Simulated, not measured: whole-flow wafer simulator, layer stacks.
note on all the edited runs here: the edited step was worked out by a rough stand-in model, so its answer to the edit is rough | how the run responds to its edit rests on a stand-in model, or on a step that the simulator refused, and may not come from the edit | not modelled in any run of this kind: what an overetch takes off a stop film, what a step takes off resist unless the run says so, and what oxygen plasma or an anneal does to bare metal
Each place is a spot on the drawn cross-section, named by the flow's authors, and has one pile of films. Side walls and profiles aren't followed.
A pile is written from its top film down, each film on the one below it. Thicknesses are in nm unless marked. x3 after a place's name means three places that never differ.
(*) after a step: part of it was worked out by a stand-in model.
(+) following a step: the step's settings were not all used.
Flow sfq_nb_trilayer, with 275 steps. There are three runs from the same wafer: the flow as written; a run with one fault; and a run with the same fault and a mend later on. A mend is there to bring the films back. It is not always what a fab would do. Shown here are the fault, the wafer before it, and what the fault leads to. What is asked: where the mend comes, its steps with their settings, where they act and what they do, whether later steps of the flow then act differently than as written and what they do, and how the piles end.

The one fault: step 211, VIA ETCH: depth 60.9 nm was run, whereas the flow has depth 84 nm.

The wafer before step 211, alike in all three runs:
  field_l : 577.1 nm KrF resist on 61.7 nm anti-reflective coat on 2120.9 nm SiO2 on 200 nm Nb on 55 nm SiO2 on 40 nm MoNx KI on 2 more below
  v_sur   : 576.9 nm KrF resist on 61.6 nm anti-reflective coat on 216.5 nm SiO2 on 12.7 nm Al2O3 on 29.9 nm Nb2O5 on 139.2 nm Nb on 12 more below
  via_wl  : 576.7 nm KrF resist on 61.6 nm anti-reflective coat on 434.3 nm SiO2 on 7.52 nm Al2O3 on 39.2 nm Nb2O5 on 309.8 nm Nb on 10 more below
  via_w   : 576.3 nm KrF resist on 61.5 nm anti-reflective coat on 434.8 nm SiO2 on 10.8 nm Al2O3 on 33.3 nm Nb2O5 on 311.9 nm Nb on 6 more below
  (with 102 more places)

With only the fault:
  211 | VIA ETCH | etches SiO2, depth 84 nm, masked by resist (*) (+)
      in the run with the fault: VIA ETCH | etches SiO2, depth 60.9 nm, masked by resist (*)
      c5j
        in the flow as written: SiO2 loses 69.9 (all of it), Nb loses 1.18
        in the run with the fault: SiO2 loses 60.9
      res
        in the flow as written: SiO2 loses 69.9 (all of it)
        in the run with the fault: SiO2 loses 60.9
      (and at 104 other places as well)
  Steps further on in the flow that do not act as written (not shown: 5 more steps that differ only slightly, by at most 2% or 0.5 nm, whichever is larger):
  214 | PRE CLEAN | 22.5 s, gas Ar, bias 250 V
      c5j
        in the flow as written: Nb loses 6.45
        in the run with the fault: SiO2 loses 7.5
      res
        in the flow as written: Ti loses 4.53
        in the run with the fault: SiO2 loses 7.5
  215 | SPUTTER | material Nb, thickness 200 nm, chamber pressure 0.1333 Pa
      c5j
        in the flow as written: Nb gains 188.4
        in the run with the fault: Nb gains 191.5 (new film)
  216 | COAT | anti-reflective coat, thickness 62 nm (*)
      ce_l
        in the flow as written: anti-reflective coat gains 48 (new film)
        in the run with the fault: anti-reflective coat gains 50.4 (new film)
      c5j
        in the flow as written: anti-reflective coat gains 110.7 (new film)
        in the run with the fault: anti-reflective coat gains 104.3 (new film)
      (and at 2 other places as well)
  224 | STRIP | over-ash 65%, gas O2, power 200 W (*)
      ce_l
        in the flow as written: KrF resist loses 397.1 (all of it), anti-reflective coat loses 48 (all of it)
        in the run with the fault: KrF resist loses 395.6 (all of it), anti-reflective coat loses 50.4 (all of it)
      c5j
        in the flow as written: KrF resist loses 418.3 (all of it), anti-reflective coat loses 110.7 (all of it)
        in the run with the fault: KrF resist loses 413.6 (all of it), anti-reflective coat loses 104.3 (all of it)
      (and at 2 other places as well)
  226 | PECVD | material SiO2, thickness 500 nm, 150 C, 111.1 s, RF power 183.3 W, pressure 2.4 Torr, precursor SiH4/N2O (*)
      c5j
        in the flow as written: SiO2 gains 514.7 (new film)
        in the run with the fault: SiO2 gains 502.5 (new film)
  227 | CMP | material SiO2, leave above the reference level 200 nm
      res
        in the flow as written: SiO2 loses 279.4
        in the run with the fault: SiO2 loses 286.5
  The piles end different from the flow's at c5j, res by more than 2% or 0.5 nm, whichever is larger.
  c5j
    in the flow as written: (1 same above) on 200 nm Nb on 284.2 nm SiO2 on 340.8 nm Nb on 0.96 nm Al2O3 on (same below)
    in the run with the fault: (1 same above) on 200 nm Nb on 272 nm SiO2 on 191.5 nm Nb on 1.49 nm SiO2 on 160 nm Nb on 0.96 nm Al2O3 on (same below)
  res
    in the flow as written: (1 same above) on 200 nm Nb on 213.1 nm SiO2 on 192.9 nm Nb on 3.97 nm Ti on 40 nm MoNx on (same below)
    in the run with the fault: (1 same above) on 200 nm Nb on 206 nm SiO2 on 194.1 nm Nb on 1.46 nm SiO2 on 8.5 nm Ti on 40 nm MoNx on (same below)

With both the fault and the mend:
  After step 212 comes the mend.
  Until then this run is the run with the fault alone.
  212a | COAT | anti-reflective coat, thickness 62 nm (*) (a further turn of the flow's step 204)
      ln_m5, p4_fl x3, p4_w1 x9 and 52 more
        anti-reflective coat gains 62 (new film)
      field_r, lsp_m, ln_m6 and 7 more
        anti-reflective coat gains 61.9 (new film)
      r_sur, r5r_line_c, r5r_line_r
        anti-reflective coat gains 49.4 (new film)
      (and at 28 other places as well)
  212b | COAT | KrF resist, thickness 650 nm (*) (a further turn of the flow's step 205)
      l0_sur, l0v, p4_fl x3 and 44 more
        KrF resist gains 650 (new film)
      wl_b_m5, wl_b_sr, wl_c_sl and 12 more
        KrF resist gains 649.9 (new film)
      res, wl_b_sl, wl_g_m5
        KrF resist gains 649.8 (new film)
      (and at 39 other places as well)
  212c | SOFTBAKE | KrF resist (a further turn of the flow's step 206)
      does not change any film at any place that is followed
  212d | EXPOSE | photomask C5, dose 11.94 mJ/cm2, NA 0.6, wavelength 248 nm (*) (a further turn of the flow's step 207)
      does not change any film at any place that is followed
  212e | PEB | KrF resist, 90 s (a further turn of the flow's step 208)
      field_l, sp_r, res and 81 more
        KrF resist loses 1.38
      v_sur, via_wl, via_w, via_wr, via_sp, be_sur, jj_sur
        KrF resist loses 1.37
      r5r_line_l, r5r_line_c, r5r_line_r
        KrF resist loses 1.34
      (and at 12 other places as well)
  212f | DEVELOP | KrF resist, thickness 650 nm, 60 s (a further turn of the flow's step 209)
      field_l, v_sur, via_wl and 101 more
        KrF resist loses 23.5
      c5j
        KrF resist loses 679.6 (all of it)
      res
        KrF resist loses 648.4 (all of it)
  212g | VIA ETCH | etches anti-reflective coat, depth 125 nm, masked by resist (+) (a further turn of the flow's step 210)
      field_l, v_sur, via_wl and 101 more
        KrF resist loses 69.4
      c5j
        anti-reflective coat loses 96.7 (all of it), SiO2 loses 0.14
      res
        anti-reflective coat loses 85.5 (all of it), SiO2 loses 0.2
  212h | VIA ETCH | etches SiO2, depth 23.1 nm, masked by resist (*) (+) (a further turn of the flow's step 211, with different settings)
      field_l, v_sur, via_wl and 101 more
        KrF resist loses 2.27
      c5j
        SiO2 loses 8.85 (all of it), Nb loses 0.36
      res
        SiO2 loses 8.76 (all of it)
  212i | STRIP | over-ash 65%, gas O2, power 200 W (*) (a further turn of the flow's step 212)
      p4_fl x3, p4_w1 x9, p4_g1 x2 and 33 more
        KrF resist loses 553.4 (all of it), anti-reflective coat loses 62 (all of it)
      wl_b_m5, wl_b_sr, wl_c_sl and 11 more
        KrF resist loses 553.3 (all of it), anti-reflective coat loses 62 (all of it)
      wl_b_sl, wl_g_sl, wl_g_m5
        KrF resist loses 553.2 (all of it), anti-reflective coat loses 62 (all of it)
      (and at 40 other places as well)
  None of the later steps of the flow differs from how it acts as written, at any place that is followed, by more than 2% or 0.5 nm, whichever is larger.
  The piles end only slightly different from the flow's at the places that both follow, by no more than 2% or 0.5 nm, whichever is larger.
